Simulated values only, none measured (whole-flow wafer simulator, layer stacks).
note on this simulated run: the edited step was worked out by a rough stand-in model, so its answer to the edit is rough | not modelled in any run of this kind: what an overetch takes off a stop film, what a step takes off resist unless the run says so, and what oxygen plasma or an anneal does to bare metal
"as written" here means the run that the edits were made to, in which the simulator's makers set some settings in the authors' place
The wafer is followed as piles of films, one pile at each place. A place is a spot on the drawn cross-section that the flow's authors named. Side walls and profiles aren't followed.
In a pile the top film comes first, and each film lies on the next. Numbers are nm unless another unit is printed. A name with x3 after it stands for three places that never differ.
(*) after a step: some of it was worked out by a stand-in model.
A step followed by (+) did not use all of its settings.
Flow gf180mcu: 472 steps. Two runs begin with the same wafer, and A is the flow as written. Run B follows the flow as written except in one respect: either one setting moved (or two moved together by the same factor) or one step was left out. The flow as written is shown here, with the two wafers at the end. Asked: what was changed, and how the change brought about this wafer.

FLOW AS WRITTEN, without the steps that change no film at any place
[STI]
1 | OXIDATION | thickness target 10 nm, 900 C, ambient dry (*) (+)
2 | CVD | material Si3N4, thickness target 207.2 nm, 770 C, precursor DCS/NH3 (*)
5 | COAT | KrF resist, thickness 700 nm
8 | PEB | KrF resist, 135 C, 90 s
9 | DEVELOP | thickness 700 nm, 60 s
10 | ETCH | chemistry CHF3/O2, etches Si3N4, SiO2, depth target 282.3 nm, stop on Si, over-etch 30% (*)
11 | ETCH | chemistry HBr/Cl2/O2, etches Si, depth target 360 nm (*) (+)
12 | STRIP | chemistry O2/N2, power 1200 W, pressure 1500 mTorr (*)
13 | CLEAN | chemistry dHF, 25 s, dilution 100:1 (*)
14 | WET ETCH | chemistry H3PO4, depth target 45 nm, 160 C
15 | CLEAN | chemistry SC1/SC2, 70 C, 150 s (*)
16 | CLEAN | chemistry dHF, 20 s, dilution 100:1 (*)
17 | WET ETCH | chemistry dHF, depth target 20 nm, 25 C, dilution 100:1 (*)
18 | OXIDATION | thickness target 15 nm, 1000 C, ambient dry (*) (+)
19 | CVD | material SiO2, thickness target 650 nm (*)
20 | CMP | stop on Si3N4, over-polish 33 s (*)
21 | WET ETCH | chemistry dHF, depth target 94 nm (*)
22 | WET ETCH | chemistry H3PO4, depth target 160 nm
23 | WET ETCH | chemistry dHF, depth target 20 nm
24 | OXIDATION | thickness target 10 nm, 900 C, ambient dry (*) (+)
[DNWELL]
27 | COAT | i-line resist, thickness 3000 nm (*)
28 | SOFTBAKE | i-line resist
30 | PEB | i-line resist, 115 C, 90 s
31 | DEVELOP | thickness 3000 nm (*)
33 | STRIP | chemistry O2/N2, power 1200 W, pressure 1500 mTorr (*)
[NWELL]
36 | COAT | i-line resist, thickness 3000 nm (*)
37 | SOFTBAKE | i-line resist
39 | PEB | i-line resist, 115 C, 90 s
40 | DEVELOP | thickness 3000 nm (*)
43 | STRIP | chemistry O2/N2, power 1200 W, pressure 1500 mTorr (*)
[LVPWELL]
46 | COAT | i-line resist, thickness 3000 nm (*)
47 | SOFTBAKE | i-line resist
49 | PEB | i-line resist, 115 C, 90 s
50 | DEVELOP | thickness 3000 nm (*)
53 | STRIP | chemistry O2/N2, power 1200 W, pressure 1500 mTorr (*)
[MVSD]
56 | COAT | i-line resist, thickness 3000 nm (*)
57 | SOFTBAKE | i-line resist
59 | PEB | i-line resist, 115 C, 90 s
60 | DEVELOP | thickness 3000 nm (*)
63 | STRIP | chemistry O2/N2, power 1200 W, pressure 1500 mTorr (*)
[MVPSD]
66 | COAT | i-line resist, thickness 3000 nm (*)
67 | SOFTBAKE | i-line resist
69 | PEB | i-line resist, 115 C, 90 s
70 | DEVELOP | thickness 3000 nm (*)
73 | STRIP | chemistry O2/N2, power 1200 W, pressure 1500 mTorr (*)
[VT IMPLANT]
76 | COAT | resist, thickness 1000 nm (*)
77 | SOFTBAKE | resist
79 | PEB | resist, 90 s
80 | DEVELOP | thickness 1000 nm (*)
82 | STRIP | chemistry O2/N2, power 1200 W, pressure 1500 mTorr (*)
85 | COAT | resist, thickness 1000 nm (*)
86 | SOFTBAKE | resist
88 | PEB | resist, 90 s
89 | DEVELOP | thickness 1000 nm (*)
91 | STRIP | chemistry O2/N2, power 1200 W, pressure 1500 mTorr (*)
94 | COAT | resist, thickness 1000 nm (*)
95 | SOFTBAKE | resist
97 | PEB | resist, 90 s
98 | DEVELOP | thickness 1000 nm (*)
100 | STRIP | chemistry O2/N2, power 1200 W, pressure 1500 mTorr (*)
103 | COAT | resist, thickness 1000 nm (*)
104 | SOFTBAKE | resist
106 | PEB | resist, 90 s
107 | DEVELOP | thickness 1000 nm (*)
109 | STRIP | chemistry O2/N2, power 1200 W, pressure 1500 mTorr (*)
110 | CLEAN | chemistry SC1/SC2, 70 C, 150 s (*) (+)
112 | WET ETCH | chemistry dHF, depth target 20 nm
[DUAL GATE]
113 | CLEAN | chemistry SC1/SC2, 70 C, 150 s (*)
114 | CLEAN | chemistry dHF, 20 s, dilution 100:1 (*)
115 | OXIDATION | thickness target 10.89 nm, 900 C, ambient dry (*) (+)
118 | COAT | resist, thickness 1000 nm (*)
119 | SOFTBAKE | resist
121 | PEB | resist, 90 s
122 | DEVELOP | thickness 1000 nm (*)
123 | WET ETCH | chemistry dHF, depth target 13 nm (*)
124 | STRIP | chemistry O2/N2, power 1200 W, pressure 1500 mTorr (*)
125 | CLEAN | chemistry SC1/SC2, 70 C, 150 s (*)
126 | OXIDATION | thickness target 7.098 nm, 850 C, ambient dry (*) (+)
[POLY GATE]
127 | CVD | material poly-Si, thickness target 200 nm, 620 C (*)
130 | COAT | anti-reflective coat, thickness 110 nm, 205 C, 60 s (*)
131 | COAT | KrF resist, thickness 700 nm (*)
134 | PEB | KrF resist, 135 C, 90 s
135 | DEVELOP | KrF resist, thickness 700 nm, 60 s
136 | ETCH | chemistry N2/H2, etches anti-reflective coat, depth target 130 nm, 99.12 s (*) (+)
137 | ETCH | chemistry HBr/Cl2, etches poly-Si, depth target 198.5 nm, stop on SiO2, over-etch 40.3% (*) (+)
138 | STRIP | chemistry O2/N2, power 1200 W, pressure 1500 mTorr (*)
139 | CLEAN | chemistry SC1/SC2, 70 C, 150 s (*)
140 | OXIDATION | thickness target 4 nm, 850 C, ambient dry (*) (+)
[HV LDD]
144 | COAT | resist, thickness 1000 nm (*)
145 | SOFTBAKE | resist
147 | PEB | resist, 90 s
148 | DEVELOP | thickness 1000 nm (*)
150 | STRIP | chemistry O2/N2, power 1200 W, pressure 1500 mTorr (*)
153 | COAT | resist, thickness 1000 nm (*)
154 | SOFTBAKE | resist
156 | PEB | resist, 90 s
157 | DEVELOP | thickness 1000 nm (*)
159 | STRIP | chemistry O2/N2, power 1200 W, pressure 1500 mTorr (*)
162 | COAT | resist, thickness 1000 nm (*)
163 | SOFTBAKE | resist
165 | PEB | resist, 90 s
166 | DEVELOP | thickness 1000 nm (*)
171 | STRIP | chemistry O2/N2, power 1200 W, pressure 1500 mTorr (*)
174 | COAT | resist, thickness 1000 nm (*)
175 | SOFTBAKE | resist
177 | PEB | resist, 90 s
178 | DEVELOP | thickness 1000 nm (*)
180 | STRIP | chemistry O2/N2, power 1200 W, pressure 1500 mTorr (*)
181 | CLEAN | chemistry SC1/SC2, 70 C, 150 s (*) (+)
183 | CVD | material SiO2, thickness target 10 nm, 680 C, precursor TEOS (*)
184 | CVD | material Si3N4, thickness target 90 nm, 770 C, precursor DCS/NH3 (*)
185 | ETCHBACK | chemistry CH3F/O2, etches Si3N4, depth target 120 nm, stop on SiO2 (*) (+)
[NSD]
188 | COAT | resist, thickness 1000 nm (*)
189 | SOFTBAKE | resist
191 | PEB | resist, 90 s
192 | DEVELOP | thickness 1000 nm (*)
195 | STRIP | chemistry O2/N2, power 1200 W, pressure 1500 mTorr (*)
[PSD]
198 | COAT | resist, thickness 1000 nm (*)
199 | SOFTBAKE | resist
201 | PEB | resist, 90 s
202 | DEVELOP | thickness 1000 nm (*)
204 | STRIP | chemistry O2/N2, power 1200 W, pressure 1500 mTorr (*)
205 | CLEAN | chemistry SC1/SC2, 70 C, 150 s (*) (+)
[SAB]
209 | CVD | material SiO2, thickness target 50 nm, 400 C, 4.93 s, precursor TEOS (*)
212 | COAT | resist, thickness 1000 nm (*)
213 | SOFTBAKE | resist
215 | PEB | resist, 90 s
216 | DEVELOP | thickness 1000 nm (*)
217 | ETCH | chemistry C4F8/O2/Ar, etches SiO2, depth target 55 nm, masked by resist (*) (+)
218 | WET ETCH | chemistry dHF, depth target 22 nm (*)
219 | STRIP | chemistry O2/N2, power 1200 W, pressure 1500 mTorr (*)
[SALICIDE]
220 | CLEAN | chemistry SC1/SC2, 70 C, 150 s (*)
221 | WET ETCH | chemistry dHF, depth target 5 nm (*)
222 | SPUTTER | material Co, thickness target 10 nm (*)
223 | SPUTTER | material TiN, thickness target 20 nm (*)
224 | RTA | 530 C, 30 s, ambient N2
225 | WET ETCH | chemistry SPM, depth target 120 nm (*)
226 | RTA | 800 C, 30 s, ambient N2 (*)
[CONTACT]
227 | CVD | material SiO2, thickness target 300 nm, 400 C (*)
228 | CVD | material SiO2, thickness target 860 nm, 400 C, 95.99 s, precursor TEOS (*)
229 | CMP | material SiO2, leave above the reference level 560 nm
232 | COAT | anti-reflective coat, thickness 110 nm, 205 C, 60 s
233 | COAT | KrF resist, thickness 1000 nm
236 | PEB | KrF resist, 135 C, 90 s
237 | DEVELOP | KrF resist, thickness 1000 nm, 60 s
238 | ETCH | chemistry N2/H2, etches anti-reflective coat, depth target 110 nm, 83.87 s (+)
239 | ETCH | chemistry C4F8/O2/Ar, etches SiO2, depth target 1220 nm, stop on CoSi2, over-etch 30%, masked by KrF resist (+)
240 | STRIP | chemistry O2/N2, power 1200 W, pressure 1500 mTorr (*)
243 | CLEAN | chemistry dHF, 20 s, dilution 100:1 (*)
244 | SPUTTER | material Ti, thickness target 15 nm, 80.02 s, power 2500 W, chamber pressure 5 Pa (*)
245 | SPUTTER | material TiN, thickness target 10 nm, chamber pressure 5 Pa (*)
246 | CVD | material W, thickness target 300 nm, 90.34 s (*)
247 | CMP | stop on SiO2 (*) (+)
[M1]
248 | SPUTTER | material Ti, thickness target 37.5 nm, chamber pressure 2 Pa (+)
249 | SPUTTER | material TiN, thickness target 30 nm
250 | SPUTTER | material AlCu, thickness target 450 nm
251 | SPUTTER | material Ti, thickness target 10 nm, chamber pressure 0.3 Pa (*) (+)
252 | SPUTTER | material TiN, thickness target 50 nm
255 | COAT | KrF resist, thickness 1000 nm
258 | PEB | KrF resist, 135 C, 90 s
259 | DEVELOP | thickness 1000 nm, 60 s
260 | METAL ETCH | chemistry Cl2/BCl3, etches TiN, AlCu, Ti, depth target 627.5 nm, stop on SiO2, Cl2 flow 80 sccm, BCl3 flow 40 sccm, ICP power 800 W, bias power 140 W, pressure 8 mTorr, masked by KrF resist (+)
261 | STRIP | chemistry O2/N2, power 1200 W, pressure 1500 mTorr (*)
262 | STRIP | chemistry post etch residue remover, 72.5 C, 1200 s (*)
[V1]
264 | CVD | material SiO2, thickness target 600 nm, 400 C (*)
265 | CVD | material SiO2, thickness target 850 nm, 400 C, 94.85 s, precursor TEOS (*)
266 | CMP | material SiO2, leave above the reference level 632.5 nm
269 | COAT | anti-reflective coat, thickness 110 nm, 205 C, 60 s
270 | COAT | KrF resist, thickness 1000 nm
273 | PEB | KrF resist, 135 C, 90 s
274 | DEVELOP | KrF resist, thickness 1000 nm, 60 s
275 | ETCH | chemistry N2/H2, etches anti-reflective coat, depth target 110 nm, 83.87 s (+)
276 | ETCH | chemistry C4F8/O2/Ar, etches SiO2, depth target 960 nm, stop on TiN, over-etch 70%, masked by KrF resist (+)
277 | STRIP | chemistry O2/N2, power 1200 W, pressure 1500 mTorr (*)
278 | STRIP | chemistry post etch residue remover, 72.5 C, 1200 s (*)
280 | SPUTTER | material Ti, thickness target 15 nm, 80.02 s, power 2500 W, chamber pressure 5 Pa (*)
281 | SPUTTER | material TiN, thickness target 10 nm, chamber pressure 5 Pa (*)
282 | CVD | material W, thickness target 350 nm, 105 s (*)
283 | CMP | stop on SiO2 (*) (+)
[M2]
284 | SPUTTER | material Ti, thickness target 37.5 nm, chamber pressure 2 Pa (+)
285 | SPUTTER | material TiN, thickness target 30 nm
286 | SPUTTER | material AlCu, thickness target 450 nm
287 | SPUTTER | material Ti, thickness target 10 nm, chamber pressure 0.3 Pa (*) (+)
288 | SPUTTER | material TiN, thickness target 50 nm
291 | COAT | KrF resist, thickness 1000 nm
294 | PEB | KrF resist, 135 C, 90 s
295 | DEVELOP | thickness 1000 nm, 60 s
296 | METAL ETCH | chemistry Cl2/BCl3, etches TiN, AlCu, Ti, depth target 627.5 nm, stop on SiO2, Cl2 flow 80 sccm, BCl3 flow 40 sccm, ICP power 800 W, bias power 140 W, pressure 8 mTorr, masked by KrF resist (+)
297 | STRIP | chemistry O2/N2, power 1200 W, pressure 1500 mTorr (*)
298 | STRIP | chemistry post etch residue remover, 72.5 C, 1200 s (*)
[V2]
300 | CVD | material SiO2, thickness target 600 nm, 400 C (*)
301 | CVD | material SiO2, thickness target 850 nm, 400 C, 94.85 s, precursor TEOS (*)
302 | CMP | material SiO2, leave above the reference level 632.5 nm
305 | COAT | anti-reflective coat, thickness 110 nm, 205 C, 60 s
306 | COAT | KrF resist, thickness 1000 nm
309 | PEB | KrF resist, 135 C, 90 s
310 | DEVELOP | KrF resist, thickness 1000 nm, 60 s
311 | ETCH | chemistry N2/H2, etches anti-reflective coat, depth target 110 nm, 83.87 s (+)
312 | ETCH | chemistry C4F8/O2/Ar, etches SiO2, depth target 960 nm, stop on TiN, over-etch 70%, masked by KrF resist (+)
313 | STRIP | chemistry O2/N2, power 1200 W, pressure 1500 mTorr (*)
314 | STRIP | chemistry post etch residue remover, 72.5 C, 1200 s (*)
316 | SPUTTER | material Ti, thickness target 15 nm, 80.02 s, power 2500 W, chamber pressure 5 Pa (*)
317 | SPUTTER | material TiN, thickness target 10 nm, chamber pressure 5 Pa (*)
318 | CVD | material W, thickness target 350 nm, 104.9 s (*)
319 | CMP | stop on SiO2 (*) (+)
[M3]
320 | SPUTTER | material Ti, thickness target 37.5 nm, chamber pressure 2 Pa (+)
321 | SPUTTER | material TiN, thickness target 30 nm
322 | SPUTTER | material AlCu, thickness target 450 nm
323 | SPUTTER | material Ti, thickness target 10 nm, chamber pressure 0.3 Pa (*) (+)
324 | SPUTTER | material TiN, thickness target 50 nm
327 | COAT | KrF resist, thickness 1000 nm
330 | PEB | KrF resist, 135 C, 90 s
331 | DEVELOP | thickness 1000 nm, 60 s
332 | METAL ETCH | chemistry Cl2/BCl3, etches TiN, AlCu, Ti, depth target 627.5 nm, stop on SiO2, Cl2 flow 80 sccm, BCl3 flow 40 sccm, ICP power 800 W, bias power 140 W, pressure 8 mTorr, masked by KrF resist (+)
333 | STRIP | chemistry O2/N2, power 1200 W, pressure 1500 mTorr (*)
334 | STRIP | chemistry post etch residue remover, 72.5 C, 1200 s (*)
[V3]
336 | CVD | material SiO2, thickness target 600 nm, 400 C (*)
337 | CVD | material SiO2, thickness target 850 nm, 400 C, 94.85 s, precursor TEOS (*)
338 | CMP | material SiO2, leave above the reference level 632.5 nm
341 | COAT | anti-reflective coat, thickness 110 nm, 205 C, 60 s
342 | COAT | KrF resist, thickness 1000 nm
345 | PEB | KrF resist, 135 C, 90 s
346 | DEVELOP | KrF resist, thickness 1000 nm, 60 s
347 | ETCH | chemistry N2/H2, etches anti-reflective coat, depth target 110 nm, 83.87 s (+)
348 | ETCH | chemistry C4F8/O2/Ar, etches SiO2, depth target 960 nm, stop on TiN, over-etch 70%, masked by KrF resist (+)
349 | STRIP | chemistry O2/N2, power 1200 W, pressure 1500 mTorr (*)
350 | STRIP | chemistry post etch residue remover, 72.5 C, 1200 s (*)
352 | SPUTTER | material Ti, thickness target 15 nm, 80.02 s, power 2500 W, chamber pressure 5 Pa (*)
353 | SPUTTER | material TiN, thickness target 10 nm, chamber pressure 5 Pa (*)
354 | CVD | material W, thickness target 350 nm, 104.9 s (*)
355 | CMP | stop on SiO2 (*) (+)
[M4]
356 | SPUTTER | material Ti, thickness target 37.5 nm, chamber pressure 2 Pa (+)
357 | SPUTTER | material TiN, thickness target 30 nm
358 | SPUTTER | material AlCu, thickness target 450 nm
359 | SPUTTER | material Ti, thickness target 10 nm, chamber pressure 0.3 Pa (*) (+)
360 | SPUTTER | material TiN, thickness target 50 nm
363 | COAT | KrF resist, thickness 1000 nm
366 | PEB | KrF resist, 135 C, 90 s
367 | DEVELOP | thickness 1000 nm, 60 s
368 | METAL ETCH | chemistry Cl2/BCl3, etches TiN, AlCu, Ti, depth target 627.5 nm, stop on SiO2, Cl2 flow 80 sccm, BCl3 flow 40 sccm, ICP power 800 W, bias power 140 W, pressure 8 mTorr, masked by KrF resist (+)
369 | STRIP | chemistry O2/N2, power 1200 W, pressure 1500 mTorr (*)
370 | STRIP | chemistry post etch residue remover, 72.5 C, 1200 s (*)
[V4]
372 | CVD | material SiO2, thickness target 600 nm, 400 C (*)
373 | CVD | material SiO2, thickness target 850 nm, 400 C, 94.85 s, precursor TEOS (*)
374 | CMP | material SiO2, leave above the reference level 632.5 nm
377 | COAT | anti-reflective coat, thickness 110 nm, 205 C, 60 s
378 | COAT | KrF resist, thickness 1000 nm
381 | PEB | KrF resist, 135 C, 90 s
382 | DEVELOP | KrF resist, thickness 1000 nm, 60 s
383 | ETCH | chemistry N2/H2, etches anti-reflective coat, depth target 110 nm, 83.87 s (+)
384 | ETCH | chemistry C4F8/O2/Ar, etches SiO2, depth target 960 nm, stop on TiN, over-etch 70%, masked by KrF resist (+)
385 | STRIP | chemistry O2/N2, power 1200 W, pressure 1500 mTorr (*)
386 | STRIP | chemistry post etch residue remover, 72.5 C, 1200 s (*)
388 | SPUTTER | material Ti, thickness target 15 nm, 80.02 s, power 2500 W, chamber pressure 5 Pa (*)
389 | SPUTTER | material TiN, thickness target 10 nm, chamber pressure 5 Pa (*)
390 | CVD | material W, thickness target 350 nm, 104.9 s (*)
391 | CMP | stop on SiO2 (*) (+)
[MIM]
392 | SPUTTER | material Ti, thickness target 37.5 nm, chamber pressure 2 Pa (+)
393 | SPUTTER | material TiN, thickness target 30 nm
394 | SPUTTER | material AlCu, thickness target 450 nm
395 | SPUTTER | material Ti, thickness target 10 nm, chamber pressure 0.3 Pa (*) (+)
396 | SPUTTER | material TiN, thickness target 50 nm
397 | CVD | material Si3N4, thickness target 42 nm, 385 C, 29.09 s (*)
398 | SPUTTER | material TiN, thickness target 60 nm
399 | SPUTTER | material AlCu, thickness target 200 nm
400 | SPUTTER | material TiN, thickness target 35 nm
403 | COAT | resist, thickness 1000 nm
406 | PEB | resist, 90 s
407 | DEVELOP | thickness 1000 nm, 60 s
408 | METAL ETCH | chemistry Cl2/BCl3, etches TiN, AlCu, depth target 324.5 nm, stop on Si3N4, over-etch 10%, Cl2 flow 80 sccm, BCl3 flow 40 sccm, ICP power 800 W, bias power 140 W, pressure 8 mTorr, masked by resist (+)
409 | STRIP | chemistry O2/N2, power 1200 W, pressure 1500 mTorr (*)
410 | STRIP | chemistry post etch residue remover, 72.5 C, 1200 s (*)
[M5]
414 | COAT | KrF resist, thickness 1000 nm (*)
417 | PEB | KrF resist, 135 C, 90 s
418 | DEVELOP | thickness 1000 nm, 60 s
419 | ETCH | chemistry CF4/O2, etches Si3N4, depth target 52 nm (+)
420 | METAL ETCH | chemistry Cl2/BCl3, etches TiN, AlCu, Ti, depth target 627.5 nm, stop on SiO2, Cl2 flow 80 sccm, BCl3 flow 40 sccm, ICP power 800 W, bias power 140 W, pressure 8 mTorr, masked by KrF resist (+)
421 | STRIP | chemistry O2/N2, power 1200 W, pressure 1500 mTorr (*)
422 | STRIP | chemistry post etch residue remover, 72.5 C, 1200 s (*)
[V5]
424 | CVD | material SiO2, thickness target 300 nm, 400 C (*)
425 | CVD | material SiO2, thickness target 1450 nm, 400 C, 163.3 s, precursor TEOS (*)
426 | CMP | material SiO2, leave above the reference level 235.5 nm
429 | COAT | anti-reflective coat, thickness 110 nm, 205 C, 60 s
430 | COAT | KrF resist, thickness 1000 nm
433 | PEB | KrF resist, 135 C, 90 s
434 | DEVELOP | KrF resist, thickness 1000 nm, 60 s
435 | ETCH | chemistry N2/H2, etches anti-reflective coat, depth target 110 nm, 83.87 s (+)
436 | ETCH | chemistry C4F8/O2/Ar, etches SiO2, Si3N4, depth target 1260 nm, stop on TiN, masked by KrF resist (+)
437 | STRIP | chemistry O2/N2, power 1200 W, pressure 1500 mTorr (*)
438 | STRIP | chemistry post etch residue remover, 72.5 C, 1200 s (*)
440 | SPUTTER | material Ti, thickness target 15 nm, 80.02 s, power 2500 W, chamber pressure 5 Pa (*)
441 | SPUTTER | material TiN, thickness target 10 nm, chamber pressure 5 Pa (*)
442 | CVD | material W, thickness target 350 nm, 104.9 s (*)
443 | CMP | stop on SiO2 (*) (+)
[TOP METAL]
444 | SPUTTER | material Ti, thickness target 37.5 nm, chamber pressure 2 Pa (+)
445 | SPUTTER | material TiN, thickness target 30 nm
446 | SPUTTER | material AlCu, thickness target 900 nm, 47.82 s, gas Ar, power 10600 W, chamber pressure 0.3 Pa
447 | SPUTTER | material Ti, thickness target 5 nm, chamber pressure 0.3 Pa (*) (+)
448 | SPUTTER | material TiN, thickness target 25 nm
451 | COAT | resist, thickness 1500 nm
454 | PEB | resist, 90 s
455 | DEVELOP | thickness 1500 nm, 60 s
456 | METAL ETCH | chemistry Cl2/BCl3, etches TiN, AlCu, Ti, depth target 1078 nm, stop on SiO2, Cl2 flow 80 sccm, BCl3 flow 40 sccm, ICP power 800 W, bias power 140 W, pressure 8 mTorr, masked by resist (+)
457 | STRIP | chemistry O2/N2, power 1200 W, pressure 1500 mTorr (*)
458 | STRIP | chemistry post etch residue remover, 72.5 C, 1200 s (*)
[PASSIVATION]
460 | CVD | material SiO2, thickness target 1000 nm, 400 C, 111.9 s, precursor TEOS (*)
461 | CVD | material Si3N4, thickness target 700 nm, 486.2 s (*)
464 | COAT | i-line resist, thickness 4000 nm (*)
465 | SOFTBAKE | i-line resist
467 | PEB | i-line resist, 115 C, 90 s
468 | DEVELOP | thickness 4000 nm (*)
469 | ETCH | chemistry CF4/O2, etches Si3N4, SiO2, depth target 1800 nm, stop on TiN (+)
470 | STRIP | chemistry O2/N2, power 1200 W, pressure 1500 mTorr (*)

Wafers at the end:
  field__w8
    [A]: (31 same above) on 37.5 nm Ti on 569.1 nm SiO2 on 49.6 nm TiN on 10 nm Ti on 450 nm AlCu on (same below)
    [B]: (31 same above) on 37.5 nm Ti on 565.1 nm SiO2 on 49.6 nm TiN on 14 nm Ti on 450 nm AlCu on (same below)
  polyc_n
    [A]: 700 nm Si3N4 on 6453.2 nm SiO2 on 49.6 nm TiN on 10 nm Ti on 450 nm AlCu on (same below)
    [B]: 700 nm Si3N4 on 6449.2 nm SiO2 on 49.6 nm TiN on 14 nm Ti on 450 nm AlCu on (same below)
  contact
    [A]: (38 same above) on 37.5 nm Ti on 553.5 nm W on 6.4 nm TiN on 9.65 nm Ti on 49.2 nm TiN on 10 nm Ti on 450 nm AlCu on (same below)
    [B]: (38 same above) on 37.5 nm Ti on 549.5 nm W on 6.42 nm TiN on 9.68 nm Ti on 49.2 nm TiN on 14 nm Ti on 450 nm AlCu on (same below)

Cause: step 251, SPUTTER: thickness target 14 nm was run, while the flow as written has thickness target 10 nm.
One can read it off the wafer: field__w8 has Ti 14, and step 251 as written asks for 10 nm.

The path from the change to this, step by step:
  251 | SPUTTER | material Ti, thickness target 10 nm, chamber pressure 0.3 Pa (*) (+)
      field, field__w1, field__w2 and 108 more: A Ti gains 10 (new film) | B Ti gains 14 (new film)
  260 | METAL ETCH | chemistry Cl2/BCl3, etches TiN, AlCu, Ti, depth target 627.5 nm, stop on SiO2, Cl2 flow 80 sccm, BCl3 flow 40 sccm, ICP power 800 W, bias power 140 W, pressure 8 mTorr, masked by KrF resist (+)
      field, field__w1, field__w2 and 99 more: A TiN loses 50 (all of it), Ti loses 10 (all of it), AlCu loses 450 (all of it), TiN loses 30 (all of it), Ti loses 37.5 (all of it) | B TiN loses 50 (all of it), Ti loses 14 (all of it), AlCu loses 450 (all of it), TiN loses 30 (all of it), Ti loses 37.5 (all of it)
